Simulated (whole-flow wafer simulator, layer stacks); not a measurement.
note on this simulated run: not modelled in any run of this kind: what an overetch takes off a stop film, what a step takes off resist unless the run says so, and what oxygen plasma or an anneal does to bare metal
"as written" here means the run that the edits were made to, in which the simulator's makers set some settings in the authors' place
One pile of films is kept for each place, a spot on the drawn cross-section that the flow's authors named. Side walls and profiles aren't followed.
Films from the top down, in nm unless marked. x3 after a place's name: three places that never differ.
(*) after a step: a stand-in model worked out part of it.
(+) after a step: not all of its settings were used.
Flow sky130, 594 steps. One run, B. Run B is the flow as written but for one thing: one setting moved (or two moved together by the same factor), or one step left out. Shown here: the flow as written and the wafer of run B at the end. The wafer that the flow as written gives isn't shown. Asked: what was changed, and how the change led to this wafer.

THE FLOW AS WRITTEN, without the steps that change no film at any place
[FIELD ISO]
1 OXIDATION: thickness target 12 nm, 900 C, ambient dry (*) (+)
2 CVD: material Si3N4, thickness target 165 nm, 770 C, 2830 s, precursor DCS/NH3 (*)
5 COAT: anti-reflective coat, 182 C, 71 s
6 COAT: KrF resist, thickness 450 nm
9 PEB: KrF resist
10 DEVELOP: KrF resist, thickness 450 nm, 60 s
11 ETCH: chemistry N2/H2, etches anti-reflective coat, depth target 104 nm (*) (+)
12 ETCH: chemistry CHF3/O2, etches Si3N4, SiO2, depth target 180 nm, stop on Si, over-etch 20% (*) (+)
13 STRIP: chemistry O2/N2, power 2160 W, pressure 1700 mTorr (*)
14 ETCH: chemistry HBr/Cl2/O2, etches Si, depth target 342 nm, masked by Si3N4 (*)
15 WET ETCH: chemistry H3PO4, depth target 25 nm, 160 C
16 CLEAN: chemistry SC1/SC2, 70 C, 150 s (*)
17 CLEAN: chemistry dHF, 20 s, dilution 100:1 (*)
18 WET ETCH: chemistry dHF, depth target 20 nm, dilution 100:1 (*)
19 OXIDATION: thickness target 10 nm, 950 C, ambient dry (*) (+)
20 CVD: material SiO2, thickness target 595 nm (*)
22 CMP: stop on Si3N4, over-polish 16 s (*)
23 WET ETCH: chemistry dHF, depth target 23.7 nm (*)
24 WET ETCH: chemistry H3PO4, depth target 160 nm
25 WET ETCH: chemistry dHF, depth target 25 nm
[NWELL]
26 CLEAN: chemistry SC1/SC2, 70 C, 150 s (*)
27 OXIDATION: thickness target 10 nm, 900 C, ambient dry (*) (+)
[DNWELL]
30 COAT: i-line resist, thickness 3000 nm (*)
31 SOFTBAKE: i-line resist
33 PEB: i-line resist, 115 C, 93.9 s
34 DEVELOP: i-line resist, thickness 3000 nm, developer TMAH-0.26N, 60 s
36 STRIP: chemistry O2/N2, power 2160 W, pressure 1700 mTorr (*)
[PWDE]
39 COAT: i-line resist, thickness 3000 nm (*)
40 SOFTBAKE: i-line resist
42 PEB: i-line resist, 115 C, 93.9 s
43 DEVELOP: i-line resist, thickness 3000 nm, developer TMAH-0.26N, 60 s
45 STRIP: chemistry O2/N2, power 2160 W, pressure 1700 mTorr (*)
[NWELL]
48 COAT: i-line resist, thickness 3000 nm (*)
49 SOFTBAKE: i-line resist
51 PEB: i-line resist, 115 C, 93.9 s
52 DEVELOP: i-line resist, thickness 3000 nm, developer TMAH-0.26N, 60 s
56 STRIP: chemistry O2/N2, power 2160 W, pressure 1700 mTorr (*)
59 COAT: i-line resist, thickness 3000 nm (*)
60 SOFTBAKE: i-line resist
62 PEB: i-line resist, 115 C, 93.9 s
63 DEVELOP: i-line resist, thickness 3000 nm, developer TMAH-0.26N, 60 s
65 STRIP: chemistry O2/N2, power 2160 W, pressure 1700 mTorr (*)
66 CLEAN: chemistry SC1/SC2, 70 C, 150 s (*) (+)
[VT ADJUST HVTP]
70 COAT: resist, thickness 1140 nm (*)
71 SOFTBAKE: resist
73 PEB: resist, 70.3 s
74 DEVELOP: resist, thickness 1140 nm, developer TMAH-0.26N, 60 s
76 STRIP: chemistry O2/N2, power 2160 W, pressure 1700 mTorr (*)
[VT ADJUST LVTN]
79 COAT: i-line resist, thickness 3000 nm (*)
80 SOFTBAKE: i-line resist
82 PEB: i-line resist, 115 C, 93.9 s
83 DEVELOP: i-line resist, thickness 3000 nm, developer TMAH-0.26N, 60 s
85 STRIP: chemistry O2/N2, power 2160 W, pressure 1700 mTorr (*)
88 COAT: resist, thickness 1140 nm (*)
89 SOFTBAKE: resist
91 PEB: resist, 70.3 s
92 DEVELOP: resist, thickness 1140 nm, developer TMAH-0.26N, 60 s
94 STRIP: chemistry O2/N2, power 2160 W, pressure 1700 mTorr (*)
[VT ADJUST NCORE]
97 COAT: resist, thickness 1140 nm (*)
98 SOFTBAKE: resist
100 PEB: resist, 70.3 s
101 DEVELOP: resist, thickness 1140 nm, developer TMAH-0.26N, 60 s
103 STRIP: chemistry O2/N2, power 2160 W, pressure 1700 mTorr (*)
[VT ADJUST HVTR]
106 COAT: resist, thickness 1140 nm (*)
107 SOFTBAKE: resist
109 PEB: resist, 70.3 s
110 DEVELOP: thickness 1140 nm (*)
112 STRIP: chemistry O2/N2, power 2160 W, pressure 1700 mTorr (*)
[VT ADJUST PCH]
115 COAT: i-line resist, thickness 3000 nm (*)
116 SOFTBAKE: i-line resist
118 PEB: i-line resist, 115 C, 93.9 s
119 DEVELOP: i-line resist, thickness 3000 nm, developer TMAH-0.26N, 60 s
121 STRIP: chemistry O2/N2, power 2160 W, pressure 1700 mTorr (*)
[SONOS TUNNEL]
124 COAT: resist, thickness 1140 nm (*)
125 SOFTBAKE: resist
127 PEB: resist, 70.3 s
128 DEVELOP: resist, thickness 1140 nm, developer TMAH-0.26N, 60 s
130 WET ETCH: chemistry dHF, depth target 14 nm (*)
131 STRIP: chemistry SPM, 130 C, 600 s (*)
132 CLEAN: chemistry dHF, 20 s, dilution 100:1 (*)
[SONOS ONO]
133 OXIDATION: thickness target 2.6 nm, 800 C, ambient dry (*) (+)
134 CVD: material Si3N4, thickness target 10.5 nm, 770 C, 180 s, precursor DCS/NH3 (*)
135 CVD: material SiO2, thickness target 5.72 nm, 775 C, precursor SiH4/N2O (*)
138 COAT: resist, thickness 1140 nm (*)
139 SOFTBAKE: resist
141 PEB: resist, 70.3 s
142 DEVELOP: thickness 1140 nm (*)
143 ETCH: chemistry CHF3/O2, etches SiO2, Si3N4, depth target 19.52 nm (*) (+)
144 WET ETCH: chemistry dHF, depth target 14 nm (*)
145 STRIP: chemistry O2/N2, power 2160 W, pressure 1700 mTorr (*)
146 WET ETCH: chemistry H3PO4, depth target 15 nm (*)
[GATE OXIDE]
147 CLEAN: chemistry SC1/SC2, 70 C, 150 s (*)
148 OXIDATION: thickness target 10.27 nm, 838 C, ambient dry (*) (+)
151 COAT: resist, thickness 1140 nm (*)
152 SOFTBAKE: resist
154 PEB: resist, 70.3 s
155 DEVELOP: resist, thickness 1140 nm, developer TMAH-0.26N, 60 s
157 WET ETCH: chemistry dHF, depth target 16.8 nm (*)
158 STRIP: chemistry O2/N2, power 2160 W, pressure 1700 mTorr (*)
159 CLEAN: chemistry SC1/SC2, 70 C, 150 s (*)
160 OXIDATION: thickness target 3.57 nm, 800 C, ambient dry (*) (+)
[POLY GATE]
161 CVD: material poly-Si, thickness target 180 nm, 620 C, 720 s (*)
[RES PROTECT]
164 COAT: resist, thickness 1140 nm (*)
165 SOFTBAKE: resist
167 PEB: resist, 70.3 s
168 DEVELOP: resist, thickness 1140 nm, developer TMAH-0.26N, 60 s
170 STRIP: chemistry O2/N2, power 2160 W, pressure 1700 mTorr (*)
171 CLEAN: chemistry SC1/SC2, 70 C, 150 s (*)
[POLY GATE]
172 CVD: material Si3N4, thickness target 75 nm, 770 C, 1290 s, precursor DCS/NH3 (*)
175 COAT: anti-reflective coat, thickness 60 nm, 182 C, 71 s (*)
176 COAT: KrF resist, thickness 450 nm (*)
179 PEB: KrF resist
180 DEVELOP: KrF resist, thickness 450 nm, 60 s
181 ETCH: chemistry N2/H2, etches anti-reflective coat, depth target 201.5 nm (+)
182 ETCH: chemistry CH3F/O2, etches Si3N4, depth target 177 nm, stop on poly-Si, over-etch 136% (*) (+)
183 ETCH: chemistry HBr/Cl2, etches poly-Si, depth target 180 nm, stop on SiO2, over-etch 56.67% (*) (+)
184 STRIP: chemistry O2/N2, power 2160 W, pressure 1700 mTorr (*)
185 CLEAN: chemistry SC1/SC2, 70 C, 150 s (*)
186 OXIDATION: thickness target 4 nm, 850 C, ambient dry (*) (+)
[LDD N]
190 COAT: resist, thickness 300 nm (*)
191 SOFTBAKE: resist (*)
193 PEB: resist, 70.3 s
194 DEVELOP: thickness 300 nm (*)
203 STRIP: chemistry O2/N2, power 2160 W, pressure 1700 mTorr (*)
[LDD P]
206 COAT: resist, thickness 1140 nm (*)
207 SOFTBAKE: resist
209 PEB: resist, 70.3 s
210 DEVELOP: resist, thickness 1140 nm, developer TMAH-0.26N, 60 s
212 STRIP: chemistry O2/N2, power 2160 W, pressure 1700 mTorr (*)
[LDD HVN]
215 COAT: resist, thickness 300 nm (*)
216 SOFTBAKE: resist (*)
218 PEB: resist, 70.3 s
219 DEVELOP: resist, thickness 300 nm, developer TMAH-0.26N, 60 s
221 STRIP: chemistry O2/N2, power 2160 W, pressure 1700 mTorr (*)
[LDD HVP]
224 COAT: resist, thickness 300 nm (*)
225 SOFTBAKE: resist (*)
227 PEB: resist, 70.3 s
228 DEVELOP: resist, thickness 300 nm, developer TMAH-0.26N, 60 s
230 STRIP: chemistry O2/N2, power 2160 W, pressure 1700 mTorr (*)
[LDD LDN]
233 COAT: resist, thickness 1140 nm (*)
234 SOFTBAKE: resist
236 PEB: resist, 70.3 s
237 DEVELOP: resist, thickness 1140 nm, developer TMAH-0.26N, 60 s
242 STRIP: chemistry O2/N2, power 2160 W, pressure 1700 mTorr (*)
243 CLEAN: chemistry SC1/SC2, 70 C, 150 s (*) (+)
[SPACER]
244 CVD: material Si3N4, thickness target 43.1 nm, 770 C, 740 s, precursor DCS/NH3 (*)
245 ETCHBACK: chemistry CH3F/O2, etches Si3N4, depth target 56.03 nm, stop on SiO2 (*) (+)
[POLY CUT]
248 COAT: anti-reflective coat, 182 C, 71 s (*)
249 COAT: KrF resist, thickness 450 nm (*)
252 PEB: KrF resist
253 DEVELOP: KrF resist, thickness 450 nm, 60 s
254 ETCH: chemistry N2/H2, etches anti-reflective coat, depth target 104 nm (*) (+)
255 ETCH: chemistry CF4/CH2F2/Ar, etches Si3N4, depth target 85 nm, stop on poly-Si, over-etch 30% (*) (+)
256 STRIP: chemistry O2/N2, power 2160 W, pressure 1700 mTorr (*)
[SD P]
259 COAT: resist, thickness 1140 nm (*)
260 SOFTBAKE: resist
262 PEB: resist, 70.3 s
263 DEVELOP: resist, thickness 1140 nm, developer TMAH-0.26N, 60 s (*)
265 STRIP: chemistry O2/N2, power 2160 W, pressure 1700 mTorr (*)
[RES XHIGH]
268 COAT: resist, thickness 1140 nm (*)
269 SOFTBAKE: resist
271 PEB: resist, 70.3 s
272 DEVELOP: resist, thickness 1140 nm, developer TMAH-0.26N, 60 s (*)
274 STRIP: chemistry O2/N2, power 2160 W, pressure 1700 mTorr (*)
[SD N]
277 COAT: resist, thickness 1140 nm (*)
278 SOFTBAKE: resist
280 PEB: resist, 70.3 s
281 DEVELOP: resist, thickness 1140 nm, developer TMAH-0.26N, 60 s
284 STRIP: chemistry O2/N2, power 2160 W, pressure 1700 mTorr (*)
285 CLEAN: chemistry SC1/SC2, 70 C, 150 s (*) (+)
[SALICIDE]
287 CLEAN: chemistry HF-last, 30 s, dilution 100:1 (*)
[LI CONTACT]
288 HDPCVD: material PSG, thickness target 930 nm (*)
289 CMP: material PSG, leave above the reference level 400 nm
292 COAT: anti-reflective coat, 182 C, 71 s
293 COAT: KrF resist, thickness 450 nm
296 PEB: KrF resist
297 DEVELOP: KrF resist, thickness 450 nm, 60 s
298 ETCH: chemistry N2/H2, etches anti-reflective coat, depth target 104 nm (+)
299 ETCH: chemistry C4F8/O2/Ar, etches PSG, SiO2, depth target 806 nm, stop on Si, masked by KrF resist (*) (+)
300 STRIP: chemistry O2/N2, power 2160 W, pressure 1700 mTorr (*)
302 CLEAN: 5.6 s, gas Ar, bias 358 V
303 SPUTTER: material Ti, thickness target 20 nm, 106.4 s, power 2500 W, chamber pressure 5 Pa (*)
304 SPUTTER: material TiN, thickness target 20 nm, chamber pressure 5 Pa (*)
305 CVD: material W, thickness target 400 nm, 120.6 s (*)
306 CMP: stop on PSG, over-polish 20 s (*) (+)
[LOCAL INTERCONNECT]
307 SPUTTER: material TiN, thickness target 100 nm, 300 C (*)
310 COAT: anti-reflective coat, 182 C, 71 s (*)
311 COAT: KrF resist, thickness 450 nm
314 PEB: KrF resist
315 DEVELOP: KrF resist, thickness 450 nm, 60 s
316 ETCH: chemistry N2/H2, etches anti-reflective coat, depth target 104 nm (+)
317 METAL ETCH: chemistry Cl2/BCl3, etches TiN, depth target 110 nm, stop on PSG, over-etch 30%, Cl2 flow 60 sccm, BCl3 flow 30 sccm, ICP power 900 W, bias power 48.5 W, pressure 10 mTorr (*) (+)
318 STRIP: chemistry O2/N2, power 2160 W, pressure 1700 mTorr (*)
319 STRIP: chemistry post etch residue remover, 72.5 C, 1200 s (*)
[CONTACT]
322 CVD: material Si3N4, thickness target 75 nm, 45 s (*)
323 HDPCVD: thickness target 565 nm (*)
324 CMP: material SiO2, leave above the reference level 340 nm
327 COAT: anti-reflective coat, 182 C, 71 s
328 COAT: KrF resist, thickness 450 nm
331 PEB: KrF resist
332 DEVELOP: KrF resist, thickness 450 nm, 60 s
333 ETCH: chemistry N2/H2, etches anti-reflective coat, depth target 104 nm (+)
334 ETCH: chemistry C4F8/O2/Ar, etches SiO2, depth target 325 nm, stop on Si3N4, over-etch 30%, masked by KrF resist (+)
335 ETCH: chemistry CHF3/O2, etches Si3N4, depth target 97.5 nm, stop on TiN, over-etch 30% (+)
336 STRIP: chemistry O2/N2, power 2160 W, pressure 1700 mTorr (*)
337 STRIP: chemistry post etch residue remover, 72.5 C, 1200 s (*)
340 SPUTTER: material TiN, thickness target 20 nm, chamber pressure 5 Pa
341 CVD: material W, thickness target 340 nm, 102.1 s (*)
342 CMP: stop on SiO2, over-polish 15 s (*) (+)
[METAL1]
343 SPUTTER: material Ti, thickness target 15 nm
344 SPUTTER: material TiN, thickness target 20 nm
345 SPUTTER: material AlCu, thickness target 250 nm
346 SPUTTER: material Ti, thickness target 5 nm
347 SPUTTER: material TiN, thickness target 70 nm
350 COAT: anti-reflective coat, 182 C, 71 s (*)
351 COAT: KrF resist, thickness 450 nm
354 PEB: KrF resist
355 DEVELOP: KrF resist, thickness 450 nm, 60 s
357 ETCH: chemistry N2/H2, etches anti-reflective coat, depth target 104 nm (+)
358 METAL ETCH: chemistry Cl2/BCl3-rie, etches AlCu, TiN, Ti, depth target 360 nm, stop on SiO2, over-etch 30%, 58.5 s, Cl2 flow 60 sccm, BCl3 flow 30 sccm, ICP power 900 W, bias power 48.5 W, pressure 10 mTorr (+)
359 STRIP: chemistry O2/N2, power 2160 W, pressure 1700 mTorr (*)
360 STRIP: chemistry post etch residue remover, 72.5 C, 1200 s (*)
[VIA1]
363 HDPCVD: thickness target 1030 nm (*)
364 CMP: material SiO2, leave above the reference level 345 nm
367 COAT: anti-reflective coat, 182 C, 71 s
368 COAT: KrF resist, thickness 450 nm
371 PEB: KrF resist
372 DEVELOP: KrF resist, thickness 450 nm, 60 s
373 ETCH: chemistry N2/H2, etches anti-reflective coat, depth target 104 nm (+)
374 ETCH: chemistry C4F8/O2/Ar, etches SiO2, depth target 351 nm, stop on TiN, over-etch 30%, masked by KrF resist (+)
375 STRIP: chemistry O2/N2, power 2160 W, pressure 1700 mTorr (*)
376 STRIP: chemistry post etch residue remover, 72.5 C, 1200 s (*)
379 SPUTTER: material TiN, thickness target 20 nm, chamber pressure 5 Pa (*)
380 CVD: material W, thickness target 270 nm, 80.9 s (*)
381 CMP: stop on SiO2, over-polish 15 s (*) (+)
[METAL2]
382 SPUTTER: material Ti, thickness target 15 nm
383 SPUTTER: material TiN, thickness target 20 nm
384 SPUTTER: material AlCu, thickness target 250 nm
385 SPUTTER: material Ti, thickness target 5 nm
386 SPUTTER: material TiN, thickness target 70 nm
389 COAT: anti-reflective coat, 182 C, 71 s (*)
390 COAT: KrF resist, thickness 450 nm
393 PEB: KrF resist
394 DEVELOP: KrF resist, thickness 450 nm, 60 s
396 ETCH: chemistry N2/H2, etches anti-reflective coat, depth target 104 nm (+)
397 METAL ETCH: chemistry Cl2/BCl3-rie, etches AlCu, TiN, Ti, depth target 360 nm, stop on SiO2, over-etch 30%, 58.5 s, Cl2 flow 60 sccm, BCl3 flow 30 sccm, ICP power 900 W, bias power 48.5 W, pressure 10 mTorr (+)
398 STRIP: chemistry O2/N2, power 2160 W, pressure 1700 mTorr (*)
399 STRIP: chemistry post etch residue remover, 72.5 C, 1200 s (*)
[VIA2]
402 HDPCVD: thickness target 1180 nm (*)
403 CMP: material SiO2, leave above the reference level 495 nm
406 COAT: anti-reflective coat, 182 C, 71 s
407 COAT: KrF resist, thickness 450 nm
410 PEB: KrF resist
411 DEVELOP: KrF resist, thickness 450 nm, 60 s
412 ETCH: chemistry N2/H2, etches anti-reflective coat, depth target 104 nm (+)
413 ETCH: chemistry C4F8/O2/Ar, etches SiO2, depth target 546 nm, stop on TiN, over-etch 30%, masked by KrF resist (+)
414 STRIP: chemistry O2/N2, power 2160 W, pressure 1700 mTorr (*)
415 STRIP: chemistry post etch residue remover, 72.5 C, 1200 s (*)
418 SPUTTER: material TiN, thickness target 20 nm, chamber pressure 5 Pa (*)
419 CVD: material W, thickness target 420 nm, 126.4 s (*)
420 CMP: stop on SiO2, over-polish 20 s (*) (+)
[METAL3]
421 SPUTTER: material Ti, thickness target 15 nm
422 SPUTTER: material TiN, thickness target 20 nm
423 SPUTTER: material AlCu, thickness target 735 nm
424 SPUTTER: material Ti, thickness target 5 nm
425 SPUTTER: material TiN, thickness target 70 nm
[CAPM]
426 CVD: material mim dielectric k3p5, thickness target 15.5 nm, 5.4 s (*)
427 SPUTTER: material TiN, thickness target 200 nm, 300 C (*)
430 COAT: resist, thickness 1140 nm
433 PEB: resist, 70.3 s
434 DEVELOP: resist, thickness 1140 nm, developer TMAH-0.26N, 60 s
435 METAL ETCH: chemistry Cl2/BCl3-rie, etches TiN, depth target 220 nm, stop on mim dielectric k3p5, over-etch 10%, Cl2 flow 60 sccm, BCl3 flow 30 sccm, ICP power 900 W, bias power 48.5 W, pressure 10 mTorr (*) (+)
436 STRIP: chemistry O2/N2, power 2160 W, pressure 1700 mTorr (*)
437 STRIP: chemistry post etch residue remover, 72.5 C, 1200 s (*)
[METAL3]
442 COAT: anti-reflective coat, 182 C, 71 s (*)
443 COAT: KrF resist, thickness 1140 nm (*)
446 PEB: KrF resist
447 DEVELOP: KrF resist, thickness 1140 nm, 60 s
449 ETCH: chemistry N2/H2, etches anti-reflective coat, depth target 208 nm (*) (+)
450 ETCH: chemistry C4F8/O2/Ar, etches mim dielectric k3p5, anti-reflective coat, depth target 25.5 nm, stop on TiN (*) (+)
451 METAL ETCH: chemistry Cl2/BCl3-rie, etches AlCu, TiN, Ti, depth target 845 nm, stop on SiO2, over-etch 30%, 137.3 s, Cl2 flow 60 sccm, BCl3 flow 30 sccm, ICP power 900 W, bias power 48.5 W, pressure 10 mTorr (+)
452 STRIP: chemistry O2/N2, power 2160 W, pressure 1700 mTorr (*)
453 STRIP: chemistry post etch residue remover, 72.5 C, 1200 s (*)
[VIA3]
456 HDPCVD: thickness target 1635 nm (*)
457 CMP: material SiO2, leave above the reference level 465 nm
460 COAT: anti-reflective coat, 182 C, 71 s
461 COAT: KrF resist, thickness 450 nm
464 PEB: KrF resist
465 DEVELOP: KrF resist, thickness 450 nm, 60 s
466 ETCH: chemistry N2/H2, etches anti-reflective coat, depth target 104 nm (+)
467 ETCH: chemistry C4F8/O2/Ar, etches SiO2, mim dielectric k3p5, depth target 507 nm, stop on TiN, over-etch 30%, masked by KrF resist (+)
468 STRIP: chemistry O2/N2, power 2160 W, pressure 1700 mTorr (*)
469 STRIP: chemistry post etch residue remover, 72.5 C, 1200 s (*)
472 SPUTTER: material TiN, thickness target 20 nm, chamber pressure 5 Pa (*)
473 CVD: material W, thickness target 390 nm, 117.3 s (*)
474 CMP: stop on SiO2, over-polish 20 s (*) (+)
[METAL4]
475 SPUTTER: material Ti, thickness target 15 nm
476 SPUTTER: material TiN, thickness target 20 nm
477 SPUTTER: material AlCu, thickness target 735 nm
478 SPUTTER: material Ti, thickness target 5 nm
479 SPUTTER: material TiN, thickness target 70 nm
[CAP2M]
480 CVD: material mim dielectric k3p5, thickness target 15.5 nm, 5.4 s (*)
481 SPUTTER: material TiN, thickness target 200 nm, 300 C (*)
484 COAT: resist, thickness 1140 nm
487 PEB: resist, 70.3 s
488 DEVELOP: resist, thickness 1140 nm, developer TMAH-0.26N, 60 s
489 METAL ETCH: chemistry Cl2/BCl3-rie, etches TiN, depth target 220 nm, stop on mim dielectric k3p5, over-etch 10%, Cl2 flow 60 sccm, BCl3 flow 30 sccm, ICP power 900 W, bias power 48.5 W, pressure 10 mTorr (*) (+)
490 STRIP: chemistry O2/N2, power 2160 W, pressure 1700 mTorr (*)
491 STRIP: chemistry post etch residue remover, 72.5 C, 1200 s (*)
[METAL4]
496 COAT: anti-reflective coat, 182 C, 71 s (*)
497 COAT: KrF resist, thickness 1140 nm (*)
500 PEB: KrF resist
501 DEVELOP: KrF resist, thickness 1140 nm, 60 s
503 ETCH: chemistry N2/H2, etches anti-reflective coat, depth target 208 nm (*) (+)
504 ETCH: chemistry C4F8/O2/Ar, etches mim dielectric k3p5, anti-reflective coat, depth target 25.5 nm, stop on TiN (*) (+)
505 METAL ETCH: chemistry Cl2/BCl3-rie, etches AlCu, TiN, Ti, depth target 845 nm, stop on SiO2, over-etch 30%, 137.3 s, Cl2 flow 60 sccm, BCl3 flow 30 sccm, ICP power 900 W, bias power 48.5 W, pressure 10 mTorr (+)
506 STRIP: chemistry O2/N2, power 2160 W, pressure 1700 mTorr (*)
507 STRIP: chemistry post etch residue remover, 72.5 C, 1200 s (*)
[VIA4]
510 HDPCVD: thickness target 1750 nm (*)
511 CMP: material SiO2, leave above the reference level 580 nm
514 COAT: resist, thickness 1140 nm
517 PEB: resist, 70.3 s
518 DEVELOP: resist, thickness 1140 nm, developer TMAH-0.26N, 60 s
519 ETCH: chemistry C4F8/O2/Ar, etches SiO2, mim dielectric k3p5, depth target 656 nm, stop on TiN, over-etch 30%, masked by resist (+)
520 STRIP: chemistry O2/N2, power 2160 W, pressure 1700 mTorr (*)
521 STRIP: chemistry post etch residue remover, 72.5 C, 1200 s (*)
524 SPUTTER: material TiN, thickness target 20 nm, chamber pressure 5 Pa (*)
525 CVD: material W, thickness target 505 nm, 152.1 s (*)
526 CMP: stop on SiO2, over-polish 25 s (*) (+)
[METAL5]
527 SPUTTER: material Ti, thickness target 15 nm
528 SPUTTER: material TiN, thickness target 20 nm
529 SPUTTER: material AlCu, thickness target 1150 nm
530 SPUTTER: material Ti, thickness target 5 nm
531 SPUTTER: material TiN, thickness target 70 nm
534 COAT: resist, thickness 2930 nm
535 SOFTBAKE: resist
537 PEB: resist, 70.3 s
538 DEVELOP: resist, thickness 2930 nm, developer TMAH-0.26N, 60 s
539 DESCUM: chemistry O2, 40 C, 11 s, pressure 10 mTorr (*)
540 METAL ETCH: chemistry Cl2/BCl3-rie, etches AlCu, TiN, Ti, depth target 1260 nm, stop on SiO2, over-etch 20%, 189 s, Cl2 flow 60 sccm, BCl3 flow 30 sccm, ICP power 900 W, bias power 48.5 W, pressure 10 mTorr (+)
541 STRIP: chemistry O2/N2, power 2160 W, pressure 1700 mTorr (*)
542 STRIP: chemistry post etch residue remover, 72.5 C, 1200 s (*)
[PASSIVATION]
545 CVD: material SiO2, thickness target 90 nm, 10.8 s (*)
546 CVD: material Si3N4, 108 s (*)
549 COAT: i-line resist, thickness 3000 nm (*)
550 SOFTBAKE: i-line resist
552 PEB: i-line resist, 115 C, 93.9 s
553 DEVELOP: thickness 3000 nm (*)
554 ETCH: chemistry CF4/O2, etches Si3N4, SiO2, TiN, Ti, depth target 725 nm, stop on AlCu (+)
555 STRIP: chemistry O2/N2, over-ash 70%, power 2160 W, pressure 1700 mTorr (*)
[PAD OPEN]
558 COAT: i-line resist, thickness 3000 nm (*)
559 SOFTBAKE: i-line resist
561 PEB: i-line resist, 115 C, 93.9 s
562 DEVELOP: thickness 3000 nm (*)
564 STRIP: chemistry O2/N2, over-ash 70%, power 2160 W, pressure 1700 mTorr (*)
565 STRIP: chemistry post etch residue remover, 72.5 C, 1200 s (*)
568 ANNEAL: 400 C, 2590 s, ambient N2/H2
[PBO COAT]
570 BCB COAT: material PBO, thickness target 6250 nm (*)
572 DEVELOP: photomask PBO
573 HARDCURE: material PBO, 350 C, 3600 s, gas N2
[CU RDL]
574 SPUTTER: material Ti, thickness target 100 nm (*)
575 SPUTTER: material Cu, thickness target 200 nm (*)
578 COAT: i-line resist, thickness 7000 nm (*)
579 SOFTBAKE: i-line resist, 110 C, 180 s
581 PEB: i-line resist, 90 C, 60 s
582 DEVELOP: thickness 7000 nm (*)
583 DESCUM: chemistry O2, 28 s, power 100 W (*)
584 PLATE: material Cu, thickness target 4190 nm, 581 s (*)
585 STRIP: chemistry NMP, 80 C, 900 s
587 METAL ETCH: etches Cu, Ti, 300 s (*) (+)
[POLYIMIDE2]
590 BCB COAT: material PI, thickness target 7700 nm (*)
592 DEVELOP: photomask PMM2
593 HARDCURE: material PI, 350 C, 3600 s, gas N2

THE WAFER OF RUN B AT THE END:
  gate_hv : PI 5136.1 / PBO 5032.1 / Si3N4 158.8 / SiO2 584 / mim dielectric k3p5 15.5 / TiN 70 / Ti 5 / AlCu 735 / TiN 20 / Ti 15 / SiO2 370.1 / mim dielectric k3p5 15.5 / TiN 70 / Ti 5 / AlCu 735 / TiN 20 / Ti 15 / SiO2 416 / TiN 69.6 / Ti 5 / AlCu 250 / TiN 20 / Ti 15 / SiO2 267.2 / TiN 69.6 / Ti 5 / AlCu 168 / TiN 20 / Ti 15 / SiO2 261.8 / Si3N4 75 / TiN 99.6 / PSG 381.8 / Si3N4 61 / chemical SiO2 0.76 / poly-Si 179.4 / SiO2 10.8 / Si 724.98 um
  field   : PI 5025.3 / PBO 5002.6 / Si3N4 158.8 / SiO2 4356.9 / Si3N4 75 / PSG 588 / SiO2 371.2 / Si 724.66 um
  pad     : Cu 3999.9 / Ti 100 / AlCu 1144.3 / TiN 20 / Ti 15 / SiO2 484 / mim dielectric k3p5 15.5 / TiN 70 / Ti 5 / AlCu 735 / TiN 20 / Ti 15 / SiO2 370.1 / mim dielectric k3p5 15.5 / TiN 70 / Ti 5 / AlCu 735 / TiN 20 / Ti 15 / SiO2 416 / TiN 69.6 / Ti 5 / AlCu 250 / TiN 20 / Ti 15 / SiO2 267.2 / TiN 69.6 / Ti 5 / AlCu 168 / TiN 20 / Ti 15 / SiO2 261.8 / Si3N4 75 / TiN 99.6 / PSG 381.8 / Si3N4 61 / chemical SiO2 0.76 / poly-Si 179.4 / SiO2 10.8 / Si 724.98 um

The cause: step 345, SPUTTER: thickness target 168 nm was run, where the flow has thickness target 250 nm.
It can be read off the wafer: gate_hv has AlCu 168, and step 345 as written asks for 250 nm.

How the change led to this, step by step:
  345 SPUTTER: material AlCu, thickness target 250 nm
      field, active, n_well and 188 more: AlCu +168 (new film) (as written it would be: AlCu +250 (new film))
  358 METAL ETCH: chemistry Cl2/BCl3-rie, etches AlCu, TiN, Ti, depth target 360 nm, stop on SiO2, over-etch 30%, 58.5 s, Cl2 flow 60 sccm, BCl3 flow 30 sccm, ICP power 900 W, bias power 48.5 W, pressure 10 mTorr (+)
      field, active, gate and 81 more: TiN -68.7 (all of it), Ti -5 (all of it), AlCu -168 (all of it), TiN -20 (all of it), Ti -15 (all of it), SiO2 -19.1 (as written it would be: TiN -68.7 (all of it), Ti -5 (all of it), AlCu -250 (all of it), TiN -20 (all of it), Ti -15 (all of it), SiO2 -10.9)
  364 CMP: material SiO2, leave above the reference level 345 nm
      field, active, gate and 81 more: SiO2 -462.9 (as written it would be: SiO2 -389.1)
